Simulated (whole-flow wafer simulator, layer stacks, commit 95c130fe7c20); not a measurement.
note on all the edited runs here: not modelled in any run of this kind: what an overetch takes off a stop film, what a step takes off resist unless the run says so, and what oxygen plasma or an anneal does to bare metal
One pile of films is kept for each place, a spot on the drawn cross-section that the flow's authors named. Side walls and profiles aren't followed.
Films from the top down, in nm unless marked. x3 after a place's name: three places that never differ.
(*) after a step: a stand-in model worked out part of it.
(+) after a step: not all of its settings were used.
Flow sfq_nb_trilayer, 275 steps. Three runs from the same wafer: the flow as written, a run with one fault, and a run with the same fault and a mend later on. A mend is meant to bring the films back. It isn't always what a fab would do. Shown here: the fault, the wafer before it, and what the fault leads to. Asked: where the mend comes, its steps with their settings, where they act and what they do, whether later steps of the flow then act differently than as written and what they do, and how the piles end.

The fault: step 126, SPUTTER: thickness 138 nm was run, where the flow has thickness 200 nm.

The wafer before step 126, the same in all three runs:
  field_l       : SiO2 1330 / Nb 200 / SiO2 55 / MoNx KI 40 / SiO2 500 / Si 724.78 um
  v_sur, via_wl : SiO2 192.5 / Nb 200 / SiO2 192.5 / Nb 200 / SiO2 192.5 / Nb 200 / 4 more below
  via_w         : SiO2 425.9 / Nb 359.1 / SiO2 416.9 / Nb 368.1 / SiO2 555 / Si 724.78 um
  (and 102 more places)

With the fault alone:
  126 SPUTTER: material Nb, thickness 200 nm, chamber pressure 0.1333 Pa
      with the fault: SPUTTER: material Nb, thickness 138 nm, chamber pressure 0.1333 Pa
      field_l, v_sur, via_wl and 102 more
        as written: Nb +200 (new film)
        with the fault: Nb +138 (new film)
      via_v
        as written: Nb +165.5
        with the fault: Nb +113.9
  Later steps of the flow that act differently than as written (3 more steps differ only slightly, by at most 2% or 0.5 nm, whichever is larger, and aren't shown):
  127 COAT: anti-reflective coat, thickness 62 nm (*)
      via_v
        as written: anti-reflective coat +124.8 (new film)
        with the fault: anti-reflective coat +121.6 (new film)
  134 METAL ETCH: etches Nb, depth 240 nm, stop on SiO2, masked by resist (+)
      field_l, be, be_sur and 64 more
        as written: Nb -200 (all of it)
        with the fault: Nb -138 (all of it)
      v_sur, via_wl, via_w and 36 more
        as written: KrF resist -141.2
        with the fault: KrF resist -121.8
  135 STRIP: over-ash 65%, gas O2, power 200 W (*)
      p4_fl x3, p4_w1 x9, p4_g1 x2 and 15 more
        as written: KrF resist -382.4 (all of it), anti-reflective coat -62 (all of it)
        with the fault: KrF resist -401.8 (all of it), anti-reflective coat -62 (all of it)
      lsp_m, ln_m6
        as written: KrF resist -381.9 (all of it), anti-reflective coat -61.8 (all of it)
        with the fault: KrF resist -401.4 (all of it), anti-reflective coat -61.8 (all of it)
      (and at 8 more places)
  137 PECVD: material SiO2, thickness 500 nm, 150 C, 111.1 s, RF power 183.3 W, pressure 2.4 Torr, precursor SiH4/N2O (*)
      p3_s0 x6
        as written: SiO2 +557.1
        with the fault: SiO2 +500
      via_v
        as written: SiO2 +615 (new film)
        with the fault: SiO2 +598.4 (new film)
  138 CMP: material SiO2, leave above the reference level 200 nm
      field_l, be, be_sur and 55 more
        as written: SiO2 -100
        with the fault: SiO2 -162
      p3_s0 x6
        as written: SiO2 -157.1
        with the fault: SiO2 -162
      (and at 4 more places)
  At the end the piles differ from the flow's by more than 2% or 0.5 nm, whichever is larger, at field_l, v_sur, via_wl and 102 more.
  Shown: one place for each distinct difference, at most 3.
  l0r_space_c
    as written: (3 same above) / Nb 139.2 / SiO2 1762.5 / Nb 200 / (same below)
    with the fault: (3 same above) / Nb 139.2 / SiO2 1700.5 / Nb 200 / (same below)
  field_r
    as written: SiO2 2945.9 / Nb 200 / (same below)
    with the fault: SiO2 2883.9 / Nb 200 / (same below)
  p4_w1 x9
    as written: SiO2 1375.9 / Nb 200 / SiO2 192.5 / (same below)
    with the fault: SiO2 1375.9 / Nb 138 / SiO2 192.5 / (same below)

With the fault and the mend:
  The mend comes after step 126.
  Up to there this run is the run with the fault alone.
  126a SPUTTER: material Nb, thickness 62 nm, chamber pressure 0.1333 Pa (the flow's step 126 once more, with other settings)
      field_l, v_sur, via_wl and 102 more
        Nb +62
      via_v
        Nb +48.7
  No later step of the flow acts differently than as written, at any place that is followed, by more than 2% or 0.5 nm, whichever is larger.
  At the end the piles differ from the flow's only slightly at the places that both follow, by at most 2% or 0.5 nm, whichever is larger.
